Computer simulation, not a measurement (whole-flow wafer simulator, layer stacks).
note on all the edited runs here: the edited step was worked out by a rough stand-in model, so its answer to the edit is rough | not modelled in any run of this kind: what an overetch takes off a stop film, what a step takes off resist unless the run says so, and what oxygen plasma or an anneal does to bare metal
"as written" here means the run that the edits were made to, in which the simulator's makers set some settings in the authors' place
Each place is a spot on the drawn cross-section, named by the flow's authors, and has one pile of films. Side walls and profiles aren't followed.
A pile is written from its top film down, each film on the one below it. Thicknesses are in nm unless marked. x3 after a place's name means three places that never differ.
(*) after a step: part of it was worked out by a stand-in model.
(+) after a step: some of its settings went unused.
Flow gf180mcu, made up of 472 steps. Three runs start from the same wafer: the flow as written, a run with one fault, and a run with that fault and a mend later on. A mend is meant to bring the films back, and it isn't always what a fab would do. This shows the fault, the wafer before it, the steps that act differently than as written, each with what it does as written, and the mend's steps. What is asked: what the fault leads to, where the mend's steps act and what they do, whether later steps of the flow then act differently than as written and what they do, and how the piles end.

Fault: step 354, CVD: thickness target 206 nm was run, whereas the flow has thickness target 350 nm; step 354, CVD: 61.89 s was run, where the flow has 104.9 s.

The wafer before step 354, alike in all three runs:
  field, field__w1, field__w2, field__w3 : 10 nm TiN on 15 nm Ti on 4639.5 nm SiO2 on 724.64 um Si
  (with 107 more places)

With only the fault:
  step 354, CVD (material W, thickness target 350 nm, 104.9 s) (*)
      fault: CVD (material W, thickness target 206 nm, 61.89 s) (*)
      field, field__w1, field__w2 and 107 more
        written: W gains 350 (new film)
        fault: W gains 207.7 (new film)
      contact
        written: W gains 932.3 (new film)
        fault: W gains 790 (new film)
  Steps later in the flow that act otherwise than as written:
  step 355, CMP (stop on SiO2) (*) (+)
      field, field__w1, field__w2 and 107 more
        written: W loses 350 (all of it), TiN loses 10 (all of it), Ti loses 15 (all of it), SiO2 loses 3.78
        fault: W loses 207.7 (all of it), TiN loses 10 (all of it), Ti loses 15 (all of it), SiO2 loses 2.35
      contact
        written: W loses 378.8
        fault: W loses 235.1
  The piles end only slightly different from the flow's at the places that both follow, by no more than 2% or 0.5 nm, whichever is larger.

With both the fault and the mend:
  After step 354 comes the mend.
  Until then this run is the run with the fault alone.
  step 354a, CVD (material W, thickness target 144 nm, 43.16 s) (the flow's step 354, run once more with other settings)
      field, field__w1, field__w2 and 108 more
        W gains 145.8
  Later steps of the flow that are run all act as written at every place that is followed, up to a difference of at most 2% or 0.5 nm, whichever is larger.
  The piles end only slightly different from the flow's at the places that both follow, by no more than 2% or 0.5 nm, whichever is larger.
